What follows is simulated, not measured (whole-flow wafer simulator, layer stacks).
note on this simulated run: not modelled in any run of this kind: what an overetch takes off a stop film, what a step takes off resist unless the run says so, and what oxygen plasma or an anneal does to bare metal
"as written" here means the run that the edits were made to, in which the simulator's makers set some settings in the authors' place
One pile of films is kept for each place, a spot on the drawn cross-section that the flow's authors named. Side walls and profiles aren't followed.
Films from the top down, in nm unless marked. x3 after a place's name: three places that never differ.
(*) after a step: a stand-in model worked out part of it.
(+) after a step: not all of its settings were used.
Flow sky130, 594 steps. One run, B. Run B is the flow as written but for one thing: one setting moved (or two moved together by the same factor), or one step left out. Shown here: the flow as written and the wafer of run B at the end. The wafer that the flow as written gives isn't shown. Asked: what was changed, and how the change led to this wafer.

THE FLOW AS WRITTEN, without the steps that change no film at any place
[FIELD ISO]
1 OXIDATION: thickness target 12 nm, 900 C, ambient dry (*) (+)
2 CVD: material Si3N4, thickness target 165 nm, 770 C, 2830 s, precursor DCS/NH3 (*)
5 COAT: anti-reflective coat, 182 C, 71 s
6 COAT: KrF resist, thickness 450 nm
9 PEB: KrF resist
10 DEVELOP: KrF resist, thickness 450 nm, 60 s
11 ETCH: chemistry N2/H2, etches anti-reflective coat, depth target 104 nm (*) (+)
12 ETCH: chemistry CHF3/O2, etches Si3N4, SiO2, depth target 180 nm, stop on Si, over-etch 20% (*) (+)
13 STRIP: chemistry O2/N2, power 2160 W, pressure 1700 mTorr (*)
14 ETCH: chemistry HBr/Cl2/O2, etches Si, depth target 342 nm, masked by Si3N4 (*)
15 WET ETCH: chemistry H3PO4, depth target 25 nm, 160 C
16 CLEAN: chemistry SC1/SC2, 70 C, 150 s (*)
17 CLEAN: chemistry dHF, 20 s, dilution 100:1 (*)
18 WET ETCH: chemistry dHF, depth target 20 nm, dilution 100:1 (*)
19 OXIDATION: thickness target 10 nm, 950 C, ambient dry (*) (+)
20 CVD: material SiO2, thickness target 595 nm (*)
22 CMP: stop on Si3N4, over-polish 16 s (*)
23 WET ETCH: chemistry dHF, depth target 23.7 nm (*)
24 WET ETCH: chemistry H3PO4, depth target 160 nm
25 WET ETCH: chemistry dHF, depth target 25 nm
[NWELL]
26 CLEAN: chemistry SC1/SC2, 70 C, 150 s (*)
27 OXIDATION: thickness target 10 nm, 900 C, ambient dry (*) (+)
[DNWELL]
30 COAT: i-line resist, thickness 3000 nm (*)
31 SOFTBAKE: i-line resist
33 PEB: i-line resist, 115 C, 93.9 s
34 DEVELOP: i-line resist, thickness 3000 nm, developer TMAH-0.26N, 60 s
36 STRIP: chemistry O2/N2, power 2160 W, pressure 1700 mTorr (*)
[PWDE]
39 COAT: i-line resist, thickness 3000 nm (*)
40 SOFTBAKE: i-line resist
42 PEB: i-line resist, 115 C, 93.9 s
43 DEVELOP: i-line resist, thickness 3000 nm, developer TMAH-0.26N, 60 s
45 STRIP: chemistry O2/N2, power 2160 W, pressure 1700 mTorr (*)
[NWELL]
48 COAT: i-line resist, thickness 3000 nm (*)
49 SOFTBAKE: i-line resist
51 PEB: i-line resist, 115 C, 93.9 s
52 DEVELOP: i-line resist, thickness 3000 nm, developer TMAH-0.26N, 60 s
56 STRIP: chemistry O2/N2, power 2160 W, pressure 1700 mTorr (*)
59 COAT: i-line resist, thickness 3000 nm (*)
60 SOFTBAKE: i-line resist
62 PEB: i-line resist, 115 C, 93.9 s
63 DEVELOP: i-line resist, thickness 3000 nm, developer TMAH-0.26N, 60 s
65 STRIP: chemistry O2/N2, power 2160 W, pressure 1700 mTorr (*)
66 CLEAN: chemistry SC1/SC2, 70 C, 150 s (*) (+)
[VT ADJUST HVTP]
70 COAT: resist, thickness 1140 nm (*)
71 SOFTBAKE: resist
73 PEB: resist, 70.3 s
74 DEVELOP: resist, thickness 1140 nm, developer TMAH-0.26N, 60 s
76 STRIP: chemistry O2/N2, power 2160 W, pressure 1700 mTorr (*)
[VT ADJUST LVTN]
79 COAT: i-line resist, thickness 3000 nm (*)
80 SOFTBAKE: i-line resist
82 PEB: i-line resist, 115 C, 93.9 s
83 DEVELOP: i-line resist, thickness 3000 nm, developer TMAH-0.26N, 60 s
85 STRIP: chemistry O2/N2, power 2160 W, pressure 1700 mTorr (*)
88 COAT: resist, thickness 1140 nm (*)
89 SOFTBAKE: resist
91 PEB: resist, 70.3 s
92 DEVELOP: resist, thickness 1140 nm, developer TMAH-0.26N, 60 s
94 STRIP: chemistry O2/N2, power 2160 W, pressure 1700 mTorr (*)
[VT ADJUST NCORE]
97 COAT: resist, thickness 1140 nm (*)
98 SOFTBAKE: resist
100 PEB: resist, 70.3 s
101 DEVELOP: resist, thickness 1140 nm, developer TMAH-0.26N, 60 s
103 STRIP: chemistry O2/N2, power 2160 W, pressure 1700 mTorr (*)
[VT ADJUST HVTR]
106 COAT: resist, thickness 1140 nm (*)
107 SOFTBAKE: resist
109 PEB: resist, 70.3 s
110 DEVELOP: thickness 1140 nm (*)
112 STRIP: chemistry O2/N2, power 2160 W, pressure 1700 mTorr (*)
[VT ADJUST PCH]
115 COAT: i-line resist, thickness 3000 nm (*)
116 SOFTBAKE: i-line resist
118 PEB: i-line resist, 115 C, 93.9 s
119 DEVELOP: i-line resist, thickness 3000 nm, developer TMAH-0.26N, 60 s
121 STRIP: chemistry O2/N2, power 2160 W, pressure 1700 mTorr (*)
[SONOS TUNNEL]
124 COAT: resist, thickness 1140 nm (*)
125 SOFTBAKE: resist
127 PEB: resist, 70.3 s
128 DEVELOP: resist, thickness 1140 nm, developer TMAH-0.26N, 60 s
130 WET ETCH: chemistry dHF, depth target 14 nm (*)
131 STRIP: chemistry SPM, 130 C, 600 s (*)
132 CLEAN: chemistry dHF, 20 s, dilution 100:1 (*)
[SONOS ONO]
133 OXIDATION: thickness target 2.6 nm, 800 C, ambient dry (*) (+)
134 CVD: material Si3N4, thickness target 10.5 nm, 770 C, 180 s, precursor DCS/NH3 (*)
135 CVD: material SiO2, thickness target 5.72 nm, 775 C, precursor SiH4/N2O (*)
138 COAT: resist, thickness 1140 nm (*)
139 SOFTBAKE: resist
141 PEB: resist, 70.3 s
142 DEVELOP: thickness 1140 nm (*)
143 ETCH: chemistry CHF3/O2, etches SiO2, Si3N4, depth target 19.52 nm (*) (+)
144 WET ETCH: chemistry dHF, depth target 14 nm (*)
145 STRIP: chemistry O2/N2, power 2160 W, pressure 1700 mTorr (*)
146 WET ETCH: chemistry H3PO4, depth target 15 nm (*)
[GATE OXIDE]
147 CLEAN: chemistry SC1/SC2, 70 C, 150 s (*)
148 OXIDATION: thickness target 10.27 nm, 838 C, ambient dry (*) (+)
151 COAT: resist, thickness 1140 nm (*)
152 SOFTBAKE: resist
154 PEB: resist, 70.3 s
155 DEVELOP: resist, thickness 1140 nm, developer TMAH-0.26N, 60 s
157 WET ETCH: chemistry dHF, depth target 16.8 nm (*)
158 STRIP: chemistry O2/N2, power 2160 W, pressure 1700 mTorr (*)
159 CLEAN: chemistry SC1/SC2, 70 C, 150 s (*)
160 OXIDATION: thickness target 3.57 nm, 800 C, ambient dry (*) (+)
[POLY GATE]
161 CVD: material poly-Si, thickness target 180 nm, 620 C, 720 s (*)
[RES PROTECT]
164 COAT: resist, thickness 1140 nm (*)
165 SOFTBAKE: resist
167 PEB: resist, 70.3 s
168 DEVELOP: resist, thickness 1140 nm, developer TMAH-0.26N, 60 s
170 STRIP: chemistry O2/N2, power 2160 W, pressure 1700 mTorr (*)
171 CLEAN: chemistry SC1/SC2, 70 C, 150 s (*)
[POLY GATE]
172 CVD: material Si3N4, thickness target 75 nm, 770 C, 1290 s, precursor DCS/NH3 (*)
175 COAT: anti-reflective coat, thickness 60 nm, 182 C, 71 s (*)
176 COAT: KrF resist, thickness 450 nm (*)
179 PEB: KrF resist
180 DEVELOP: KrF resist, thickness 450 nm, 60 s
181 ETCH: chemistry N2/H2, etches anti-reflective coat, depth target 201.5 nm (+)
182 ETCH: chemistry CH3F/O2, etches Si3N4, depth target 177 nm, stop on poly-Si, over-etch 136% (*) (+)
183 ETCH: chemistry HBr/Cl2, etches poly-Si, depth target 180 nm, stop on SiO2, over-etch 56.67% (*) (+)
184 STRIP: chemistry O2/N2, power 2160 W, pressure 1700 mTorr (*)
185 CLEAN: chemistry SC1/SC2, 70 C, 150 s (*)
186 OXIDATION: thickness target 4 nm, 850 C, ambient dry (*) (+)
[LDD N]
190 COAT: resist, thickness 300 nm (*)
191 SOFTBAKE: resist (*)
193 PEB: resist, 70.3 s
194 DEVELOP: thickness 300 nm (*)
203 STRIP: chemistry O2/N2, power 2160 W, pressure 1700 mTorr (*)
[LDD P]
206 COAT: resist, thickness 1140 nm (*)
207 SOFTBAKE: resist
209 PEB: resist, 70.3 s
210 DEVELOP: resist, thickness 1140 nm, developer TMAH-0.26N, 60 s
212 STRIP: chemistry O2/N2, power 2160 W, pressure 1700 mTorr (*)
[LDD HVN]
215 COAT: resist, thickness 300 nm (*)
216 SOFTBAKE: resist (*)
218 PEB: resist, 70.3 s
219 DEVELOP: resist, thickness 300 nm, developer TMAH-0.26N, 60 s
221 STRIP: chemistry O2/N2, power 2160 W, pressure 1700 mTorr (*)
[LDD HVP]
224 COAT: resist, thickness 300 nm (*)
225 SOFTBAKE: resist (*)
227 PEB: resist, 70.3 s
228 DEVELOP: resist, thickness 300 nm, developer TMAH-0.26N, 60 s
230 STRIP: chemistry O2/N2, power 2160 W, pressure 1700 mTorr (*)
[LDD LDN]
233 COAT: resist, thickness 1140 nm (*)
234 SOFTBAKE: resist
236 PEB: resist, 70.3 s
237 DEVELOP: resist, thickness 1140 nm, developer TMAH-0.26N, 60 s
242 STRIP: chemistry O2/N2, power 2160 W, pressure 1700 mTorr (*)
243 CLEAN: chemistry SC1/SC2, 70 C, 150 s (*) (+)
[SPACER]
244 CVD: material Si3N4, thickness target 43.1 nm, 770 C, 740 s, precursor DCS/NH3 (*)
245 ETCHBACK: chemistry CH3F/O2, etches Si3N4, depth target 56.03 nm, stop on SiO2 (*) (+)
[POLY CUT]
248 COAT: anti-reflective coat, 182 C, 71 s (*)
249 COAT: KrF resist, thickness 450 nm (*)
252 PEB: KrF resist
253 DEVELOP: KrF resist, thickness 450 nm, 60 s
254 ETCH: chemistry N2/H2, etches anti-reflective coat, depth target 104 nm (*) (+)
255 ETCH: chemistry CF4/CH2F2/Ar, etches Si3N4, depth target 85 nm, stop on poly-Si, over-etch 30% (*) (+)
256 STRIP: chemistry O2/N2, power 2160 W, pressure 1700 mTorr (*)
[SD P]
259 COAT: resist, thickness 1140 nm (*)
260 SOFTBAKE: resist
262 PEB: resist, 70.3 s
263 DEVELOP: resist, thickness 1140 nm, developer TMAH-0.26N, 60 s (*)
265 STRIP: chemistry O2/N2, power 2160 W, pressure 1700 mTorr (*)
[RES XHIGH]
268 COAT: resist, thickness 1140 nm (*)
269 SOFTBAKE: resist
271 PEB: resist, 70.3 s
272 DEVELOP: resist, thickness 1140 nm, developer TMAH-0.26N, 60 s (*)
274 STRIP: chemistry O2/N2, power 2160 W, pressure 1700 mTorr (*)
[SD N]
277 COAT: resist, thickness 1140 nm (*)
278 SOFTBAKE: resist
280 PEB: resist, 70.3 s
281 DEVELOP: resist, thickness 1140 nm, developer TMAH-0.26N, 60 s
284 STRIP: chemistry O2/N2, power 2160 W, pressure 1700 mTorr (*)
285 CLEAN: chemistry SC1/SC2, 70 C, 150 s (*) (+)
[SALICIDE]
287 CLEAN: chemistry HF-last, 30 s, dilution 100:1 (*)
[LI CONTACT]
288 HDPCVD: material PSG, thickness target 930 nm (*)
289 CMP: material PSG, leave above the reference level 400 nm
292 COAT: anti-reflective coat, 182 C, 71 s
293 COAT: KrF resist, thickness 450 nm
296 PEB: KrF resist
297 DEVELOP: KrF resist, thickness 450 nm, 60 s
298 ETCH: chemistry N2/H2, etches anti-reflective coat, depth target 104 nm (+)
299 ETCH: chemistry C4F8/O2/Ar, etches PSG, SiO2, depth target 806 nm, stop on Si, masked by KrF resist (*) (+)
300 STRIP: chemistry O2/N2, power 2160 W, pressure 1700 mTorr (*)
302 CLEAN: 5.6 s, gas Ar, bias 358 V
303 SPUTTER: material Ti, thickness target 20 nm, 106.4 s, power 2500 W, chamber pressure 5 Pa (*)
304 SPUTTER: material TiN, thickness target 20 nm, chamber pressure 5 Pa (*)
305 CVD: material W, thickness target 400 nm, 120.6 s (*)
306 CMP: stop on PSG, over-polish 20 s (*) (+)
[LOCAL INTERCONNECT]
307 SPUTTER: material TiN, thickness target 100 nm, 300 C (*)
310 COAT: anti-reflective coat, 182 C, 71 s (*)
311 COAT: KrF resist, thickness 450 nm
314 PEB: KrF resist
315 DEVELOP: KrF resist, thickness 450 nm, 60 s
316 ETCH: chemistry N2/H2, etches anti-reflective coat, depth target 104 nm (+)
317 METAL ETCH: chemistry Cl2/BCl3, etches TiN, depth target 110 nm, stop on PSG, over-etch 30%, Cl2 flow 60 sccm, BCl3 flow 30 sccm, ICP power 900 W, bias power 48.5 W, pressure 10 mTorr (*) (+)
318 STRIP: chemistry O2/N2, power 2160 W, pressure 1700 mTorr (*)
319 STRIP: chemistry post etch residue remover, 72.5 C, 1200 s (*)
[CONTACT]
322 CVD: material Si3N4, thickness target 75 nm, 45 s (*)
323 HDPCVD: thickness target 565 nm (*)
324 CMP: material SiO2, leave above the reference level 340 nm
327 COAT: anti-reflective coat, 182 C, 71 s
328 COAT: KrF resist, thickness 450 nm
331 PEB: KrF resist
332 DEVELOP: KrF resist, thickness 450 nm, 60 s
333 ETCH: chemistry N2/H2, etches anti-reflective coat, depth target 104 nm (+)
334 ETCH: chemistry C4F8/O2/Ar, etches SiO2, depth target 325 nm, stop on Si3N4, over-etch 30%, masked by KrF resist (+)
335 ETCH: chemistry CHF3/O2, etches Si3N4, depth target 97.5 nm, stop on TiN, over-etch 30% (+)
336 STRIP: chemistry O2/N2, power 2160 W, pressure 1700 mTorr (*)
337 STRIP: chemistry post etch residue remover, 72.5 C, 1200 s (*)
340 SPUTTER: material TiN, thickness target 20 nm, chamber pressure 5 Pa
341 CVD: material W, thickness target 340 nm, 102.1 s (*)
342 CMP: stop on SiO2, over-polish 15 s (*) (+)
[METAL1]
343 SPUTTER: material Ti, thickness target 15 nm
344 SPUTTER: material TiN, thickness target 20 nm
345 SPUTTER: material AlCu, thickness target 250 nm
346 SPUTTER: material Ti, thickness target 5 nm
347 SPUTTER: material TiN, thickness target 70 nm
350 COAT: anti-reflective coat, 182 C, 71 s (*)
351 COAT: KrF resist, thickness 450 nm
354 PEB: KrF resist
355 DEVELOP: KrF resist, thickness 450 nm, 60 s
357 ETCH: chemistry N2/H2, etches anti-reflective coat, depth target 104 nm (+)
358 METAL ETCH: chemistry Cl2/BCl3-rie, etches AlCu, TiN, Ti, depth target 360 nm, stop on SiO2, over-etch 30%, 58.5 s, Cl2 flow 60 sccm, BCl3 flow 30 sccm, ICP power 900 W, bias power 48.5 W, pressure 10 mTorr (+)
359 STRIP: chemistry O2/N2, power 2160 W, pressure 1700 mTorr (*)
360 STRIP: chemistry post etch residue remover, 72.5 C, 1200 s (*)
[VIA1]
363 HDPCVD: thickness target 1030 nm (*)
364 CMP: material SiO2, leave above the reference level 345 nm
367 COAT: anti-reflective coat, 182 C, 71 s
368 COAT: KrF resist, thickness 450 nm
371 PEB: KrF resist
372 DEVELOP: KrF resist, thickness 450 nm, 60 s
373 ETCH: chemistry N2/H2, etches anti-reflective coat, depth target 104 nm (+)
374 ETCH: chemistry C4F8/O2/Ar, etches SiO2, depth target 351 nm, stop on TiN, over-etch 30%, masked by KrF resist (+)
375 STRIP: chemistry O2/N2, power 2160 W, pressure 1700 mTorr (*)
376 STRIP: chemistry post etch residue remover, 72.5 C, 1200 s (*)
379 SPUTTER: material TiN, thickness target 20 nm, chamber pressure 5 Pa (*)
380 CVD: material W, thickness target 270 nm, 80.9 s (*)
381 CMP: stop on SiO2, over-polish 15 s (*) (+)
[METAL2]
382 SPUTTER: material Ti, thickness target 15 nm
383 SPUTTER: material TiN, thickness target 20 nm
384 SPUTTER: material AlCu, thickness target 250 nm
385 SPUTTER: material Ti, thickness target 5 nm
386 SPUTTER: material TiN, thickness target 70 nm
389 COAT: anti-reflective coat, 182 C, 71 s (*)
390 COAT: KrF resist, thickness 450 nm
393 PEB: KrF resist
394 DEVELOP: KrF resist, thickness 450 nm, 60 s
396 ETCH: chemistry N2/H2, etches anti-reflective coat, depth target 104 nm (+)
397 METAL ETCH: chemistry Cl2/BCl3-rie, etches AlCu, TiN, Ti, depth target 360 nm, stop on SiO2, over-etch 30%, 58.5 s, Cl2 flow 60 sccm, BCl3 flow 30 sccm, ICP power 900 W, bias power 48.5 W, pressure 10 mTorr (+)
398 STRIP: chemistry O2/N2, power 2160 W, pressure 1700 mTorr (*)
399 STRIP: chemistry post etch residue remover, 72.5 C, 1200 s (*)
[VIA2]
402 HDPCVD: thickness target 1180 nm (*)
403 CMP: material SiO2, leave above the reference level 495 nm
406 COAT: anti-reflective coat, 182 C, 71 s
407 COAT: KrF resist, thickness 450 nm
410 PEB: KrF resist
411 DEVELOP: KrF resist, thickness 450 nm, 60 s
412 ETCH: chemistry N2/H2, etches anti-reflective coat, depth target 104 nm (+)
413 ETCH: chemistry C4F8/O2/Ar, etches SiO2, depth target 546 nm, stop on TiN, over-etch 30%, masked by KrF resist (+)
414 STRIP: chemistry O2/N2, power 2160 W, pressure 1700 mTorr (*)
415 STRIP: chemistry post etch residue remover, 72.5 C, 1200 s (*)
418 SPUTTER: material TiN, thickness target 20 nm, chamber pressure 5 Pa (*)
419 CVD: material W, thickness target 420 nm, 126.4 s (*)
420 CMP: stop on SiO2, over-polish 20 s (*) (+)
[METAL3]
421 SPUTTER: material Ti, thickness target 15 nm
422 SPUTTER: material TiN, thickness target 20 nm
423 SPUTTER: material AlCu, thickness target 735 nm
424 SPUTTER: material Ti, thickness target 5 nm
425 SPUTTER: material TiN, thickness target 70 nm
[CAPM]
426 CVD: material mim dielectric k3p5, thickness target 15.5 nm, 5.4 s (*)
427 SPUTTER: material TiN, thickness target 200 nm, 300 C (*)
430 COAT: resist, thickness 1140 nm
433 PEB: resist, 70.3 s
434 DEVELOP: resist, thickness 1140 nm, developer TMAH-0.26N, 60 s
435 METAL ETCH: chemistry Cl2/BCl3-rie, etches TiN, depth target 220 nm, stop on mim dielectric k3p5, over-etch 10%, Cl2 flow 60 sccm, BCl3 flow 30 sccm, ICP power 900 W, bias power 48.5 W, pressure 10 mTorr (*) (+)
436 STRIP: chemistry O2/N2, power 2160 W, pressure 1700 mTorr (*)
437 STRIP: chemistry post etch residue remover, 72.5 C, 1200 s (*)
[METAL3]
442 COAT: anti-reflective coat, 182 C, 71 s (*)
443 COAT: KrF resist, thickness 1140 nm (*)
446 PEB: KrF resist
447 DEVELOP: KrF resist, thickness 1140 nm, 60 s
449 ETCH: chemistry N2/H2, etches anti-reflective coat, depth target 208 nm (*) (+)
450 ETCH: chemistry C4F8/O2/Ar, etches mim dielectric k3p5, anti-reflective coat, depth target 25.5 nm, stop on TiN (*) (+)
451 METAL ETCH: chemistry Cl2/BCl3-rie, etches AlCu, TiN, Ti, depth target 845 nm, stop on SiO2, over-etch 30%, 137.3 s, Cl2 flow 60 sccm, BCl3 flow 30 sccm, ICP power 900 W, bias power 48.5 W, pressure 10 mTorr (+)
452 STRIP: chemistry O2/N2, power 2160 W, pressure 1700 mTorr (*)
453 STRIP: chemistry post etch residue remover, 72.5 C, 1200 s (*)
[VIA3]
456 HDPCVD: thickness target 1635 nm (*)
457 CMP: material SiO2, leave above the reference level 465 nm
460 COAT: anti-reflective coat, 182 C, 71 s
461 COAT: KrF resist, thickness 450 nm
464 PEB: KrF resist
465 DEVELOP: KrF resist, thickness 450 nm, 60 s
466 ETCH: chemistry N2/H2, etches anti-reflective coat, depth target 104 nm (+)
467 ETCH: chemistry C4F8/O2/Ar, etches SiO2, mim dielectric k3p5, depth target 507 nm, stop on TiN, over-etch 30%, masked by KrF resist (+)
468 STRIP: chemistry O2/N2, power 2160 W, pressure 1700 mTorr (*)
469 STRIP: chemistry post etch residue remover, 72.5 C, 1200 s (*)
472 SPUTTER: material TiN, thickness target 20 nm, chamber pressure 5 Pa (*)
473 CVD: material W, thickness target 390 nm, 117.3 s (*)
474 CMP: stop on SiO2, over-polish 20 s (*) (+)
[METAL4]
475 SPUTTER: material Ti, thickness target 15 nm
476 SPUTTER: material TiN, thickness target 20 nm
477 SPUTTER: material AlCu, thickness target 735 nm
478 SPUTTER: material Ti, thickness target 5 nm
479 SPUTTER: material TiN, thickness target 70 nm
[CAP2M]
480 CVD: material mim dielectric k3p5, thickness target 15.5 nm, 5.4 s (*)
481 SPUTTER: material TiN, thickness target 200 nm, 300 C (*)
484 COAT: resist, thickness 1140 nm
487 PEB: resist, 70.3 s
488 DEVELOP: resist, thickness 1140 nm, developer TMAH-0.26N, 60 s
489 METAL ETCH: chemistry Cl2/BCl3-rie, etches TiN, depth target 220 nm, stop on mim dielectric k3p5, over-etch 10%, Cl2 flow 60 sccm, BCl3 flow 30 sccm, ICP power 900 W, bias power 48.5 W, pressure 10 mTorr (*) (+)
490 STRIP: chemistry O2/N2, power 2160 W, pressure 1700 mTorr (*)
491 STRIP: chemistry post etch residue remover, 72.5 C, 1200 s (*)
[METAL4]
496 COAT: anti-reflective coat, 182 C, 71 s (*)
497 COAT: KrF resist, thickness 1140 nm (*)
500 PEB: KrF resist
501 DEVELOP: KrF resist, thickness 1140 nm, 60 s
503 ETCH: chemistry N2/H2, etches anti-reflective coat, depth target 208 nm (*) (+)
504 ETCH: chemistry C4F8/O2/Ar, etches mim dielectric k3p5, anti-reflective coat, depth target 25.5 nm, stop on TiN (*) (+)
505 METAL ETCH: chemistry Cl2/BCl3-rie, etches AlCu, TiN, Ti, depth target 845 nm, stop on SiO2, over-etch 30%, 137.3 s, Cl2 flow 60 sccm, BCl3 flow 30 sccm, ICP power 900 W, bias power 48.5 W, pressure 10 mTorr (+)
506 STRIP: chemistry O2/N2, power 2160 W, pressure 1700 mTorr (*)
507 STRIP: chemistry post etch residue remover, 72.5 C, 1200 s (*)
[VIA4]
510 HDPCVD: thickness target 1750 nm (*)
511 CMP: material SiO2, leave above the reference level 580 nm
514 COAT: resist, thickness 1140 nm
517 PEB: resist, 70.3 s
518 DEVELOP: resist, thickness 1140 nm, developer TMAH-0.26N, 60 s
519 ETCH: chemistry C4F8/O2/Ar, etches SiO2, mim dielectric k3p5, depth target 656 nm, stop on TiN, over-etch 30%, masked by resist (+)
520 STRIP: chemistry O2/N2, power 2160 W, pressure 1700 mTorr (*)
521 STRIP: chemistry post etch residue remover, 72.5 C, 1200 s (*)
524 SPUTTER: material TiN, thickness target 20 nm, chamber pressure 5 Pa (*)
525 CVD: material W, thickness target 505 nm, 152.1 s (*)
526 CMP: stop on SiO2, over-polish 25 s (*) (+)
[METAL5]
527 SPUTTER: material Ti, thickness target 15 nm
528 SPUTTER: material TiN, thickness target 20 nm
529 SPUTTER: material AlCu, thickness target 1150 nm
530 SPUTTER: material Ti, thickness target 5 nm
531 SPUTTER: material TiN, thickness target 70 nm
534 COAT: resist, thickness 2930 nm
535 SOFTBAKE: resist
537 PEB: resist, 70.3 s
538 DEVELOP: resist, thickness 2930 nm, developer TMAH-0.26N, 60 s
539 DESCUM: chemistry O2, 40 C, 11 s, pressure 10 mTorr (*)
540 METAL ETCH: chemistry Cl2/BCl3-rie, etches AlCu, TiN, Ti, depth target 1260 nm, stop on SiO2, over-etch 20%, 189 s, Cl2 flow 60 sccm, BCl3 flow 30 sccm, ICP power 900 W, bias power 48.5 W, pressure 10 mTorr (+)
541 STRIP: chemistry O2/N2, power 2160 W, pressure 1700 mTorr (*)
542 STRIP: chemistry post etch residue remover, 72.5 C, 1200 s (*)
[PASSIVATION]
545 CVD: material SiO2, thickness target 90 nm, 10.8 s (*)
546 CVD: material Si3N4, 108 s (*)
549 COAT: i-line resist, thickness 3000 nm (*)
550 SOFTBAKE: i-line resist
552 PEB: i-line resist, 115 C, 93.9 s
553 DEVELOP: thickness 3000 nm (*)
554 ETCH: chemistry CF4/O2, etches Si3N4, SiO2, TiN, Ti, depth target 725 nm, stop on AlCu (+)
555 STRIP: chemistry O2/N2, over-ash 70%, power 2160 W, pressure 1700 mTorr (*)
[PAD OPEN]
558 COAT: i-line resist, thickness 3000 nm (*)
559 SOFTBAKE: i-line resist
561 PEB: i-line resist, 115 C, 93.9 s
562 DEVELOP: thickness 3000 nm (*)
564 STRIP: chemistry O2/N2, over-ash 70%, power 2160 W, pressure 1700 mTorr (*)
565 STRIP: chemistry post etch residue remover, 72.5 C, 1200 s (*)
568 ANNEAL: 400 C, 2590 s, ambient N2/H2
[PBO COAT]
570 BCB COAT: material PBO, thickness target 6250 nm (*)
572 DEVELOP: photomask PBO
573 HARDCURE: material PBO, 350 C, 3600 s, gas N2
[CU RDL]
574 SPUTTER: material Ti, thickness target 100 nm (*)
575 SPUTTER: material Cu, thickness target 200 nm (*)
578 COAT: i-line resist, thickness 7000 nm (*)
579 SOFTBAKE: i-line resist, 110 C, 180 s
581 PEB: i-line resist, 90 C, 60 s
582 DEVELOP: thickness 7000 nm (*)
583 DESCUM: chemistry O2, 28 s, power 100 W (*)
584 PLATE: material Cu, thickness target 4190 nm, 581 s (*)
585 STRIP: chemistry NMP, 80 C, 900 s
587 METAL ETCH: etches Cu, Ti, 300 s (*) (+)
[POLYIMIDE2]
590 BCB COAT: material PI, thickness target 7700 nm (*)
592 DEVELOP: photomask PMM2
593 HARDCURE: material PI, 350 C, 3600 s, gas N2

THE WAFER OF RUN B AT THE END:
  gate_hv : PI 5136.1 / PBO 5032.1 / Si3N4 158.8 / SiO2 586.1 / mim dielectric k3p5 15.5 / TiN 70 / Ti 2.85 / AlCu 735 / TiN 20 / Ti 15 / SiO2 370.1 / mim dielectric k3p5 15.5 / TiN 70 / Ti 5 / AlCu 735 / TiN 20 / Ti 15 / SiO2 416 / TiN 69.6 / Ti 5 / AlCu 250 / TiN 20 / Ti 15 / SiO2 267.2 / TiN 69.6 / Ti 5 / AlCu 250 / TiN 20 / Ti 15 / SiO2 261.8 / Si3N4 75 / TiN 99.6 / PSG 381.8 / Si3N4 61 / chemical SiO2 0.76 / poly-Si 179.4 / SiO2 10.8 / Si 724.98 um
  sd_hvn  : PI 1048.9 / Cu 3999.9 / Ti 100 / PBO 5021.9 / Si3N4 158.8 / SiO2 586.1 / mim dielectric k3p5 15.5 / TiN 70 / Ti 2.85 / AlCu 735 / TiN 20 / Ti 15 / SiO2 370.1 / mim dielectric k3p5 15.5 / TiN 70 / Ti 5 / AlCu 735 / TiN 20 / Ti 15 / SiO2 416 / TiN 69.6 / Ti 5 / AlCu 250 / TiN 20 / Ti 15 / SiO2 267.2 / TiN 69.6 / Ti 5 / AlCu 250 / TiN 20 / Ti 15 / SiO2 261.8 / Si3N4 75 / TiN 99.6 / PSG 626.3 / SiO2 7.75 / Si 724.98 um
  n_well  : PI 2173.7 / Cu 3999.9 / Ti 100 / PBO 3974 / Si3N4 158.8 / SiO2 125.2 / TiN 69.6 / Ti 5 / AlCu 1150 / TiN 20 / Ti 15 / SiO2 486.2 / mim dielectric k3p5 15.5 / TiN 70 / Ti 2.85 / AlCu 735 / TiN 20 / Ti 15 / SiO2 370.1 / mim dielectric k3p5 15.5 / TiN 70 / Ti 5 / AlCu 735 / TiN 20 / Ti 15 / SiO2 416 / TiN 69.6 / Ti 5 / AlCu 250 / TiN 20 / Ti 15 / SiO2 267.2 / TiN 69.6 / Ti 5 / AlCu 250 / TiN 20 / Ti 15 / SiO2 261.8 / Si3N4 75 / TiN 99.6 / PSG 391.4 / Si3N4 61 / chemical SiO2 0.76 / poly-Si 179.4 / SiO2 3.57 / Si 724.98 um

The cause: step 478, SPUTTER: thickness target 2.85 nm was run, where the flow has thickness target 5 nm.
It can be read off the wafer: gate_hv has Ti 2.85, and step 478 as written asks for 5 nm.

How the change led to this, step by step:
  478 SPUTTER: material Ti, thickness target 5 nm
      field, active, n_well and 189 more: Ti +2.85 (new film) (as written it would be: Ti +5 (new film))
  505 METAL ETCH: chemistry Cl2/BCl3-rie, etches AlCu, TiN, Ti, depth target 845 nm, stop on SiO2, over-etch 30%, 137.3 s, Cl2 flow 60 sccm, BCl3 flow 30 sccm, ICP power 900 W, bias power 48.5 W, pressure 10 mTorr (+)
      field, gate, spacer and 68 more: TiN -70 (all of it), Ti -2.85 (all of it), AlCu -735 (all of it), TiN -20 (all of it), Ti -15 (all of it), SiO2 -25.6 (as written it would be: TiN -70 (all of it), Ti -5 (all of it), AlCu -735 (all of it), TiN -20 (all of it), Ti -15 (all of it), SiO2 -25.4)
      active, vpp_iso1, mim_edge_plate and 14 more: TiN -70 (all of it), Ti -2.85 (all of it), AlCu -735 (all of it), TiN -20 (all of it), Ti -15 (all of it), SiO2 -25.6 (as written it would be: TiN -70 (all of it), Ti -5 (all of it), AlCu -735 (all of it), TiN -20 (all of it), Ti -15 (all of it), SiO2 -25.3)
